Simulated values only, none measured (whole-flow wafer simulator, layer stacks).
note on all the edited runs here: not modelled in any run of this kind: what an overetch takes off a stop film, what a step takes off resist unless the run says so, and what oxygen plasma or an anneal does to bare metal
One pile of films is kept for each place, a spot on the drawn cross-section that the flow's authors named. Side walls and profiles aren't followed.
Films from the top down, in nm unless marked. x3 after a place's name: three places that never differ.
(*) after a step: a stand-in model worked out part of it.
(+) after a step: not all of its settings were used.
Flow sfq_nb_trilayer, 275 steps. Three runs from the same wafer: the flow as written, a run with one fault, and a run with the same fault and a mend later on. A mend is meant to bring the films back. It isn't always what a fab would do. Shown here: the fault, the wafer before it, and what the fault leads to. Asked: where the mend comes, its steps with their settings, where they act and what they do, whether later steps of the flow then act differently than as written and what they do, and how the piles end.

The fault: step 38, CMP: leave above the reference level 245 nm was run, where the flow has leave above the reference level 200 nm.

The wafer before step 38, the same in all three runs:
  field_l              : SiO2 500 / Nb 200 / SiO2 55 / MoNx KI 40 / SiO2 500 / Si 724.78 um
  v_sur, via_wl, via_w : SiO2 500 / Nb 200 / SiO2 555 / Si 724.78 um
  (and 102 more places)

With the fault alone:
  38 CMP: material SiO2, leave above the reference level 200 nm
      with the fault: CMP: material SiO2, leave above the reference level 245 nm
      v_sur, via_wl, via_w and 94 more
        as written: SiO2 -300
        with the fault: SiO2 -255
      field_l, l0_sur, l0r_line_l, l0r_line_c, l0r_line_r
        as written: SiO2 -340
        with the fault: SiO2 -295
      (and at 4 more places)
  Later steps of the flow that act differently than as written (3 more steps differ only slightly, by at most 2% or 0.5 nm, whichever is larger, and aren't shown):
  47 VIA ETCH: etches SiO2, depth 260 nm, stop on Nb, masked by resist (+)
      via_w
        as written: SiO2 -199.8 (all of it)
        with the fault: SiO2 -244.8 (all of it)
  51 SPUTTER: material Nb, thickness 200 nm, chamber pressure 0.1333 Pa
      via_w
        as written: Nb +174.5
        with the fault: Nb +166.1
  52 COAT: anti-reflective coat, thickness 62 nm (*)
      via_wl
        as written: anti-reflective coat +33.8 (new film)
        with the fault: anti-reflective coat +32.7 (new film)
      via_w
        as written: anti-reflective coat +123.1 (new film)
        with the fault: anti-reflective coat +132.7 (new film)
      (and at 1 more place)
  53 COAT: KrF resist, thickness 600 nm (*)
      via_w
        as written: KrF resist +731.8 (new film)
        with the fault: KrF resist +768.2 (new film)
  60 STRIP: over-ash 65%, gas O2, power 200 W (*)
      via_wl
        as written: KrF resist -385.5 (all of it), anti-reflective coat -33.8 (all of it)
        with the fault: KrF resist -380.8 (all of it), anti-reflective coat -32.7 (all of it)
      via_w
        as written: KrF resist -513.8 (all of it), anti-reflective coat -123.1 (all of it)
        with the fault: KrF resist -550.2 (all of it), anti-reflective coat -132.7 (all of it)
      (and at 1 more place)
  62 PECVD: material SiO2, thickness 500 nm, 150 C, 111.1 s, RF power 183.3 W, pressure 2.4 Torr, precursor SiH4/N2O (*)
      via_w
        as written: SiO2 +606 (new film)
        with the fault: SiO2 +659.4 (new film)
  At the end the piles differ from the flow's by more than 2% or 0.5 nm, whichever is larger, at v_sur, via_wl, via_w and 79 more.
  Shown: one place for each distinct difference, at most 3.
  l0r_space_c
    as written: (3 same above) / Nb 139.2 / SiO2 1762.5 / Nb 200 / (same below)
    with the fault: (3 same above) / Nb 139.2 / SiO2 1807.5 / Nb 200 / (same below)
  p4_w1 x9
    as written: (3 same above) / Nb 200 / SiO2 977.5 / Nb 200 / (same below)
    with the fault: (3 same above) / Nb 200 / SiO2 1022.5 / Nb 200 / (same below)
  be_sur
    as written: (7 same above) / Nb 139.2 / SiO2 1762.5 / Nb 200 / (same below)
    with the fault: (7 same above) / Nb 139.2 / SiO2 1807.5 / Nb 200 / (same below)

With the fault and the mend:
  The mend comes after step 45.
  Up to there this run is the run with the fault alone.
  45a STRIP: over-ash 65%, gas O2, power 200 W (*)
      field_l, v_sur, via_wl and 102 more
        KrF resist -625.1 (all of it), anti-reflective coat -62 (all of it)
      via_w
        anti-reflective coat -62 (all of it)
  45b CMP: material SiO2, leave above the reference level 200 nm (the flow's step 38 once more)
      field_l, v_sur, via_wl and 103 more
        SiO2 -45
  45c COAT: anti-reflective coat, thickness 62 nm (the flow's step 40 once more)
      field_l, v_sur, via_wl and 103 more
        anti-reflective coat +62 (new film)
  45d COAT: KrF resist, thickness 650 nm (the flow's step 41 once more)
      field_l, v_sur, via_wl and 103 more
        KrF resist +650 (new film)
  45e SOFTBAKE: KrF resist (the flow's step 42 once more)
      changes no film at any place that is followed
  45f EXPOSE: photomask I0, dose 11.91 mJ/cm2, NA 0.6, wavelength 248 nm (*) (the flow's step 43 once more)
      changes no film at any place that is followed
  45g PEB: KrF resist, 90 s (the flow's step 44 once more)
      field_l, v_sur, via_wl and 103 more
        KrF resist -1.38
  45h DEVELOP: KrF resist, thickness 650 nm, 60 s (the flow's step 45 once more)
      field_l, v_sur, via_wl and 102 more
        KrF resist -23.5
      via_w
        KrF resist -648.6 (all of it)
  No later step of the flow acts differently than as written at any place that is followed.
  At the end the piles are the same as the flow's at every place that both follow.
